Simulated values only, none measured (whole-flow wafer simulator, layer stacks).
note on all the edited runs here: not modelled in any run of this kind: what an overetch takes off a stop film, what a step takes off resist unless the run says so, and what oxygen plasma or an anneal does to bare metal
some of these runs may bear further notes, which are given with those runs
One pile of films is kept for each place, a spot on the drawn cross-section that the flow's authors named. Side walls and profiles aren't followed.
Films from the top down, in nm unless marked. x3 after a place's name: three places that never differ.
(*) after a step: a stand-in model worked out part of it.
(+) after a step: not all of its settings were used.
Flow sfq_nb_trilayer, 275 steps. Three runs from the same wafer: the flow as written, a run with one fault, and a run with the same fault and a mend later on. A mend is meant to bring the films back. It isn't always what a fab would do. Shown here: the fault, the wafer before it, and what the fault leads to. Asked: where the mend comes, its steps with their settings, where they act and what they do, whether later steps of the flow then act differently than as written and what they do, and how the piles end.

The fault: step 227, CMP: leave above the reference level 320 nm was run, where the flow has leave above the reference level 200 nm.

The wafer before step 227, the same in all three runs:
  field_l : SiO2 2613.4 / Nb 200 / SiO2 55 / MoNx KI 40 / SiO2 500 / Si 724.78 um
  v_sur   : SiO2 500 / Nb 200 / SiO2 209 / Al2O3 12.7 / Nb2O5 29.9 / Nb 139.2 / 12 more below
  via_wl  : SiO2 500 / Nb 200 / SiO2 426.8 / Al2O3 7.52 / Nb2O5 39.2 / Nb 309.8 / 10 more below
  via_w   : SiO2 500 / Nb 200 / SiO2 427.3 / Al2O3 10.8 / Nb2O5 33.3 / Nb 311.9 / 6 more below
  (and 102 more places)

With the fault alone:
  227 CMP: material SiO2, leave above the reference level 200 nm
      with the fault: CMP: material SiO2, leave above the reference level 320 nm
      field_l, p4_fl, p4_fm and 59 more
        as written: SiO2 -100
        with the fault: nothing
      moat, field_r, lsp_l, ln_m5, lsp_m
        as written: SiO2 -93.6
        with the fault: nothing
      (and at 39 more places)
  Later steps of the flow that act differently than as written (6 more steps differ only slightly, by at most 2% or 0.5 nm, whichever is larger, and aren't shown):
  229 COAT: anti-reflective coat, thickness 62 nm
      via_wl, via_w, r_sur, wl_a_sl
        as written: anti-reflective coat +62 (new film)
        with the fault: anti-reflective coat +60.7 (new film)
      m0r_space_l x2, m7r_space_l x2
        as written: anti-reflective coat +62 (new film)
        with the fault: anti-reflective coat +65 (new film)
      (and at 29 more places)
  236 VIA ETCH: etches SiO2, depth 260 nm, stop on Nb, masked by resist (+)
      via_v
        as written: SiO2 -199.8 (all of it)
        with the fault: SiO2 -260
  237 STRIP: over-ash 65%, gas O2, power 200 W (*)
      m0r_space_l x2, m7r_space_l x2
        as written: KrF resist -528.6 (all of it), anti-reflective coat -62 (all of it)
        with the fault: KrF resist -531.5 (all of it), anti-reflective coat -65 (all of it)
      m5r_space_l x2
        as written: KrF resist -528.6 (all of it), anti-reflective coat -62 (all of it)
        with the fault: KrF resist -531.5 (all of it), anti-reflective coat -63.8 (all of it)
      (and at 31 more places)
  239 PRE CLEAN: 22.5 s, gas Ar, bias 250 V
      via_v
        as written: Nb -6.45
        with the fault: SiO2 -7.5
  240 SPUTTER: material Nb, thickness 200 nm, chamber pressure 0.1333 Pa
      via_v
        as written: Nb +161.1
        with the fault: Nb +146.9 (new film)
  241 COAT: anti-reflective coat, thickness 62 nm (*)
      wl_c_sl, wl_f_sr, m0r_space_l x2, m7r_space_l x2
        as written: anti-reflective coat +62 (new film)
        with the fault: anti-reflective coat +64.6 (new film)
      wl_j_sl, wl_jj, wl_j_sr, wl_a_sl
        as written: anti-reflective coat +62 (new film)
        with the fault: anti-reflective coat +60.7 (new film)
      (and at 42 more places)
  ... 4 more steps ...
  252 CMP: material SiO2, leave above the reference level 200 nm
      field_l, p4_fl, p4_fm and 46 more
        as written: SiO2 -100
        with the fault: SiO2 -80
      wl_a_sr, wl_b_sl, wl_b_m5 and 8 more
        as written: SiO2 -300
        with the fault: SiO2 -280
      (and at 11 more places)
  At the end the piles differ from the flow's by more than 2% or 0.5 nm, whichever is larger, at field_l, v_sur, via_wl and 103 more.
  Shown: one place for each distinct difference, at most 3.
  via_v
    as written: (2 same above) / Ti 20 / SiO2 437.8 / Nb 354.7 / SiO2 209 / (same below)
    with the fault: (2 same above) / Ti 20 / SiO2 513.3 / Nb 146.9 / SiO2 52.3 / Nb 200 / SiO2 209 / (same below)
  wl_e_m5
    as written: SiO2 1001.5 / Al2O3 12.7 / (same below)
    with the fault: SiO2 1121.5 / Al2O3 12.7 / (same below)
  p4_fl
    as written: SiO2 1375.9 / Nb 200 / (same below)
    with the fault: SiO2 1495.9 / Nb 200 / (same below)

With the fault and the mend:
  The mend comes after step 228.
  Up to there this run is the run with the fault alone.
  228a CMP: material SiO2, leave above the reference level 200 nm (the flow's step 227 once more)
      field_l, p4_fl, p4_fm and 59 more
        SiO2 -100
      v_sur, via_wl, via_w and 33 more
        SiO2 -120
      moat, field_r, lsp_l, ln_m5, lsp_m
        SiO2 -93.6
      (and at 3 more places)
  No later step of the flow acts differently than as written at any place that is followed.
  At the end the piles are the same as the flow's at every place that both follow.
